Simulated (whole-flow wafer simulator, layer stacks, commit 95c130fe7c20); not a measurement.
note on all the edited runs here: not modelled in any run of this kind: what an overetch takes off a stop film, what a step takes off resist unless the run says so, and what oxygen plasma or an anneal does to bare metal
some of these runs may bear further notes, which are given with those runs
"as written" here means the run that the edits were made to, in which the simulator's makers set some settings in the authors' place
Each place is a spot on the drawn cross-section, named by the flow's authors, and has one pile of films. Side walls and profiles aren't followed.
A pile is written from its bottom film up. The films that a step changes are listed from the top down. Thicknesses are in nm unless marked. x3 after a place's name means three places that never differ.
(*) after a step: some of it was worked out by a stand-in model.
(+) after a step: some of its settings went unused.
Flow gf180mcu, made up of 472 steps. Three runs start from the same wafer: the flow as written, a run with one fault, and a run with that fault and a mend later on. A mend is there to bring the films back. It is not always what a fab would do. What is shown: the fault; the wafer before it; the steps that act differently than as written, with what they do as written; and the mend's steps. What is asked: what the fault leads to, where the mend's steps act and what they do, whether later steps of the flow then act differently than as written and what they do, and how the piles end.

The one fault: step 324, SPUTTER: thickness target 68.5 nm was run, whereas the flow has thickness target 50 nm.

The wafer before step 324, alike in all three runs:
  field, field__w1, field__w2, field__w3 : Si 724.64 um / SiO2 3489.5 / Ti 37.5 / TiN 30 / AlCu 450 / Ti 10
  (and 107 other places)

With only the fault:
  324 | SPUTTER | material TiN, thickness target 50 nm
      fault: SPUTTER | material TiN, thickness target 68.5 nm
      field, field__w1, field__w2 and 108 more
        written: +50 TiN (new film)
        fault: +68.5 TiN (new film)
  Steps later in the flow that act otherwise than as written (not shown: 3 more steps that differ only slightly, by at most 2% or 0.5 nm, whichever is larger):
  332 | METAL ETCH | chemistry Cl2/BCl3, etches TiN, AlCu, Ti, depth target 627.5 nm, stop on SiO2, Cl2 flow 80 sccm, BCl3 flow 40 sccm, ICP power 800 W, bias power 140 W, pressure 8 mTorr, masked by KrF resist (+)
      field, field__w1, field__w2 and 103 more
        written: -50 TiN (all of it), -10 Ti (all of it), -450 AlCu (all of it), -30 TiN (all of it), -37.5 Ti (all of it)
        fault: -68.5 TiN (all of it), -10 Ti (all of it), -450 AlCu (all of it), -30 TiN (all of it), -37.5 Ti (all of it)
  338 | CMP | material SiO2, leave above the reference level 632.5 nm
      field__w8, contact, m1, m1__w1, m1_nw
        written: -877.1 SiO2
        fault: -895.6 SiO2
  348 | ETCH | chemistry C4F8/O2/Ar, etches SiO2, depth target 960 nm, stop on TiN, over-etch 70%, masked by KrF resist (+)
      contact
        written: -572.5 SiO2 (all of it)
        fault: -554 SiO2 (all of it)
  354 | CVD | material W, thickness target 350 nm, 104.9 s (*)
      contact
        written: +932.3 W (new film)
        fault: +913.6 W (new film)
  At field__w8, contact, m1, m1__w1, m1_nw, the piles at the end differ from the flow's by more than 2% or 0.5 nm, whichever is larger.
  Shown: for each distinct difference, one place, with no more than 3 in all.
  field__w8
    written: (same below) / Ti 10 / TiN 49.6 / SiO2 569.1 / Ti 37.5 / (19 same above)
    fault: (same below) / Ti 10 / TiN 68.1 / SiO2 550.6 / Ti 37.5 / (19 same above)
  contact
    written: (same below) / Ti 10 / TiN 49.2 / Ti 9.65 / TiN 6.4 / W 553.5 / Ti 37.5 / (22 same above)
    fault: (same below) / Ti 10 / TiN 67.7 / Ti 9.76 / TiN 6.47 / W 534.8 / Ti 37.5 / (22 same above)

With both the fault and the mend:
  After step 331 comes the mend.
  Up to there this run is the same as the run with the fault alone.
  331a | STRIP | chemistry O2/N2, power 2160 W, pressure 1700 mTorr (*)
      field__w8, contact, m1, m1__w1, m1_nw
        -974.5 KrF resist (all of it)
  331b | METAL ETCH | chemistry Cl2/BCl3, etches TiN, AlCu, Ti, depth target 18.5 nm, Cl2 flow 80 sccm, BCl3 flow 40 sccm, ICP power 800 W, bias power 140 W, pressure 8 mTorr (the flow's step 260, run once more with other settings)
      field, field__w1, field__w2 and 108 more
        -18.5 TiN
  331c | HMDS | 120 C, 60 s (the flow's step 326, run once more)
      alters no film at any place that is followed
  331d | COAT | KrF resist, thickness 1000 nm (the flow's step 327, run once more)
      field, field__w1, field__w2 and 108 more
        +1000 KrF resist (new film)
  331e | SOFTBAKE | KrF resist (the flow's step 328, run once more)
      alters no film at any place that is followed
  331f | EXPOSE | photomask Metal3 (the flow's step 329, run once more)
      alters no film at any place that is followed
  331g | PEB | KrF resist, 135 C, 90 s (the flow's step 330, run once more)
      field, field__w1, field__w2 and 108 more
        -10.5 KrF resist
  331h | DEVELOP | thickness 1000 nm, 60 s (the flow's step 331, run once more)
      field, field__w1, field__w2 and 103 more
        -989.5 KrF resist (all of it)
      field__w8, contact, m1, m1__w1, m1_nw
        -14.9 KrF resist
  Later steps of the flow that are run all act as written at every place that is followed.
  The piles end the same as the flow's at every place that both follow.
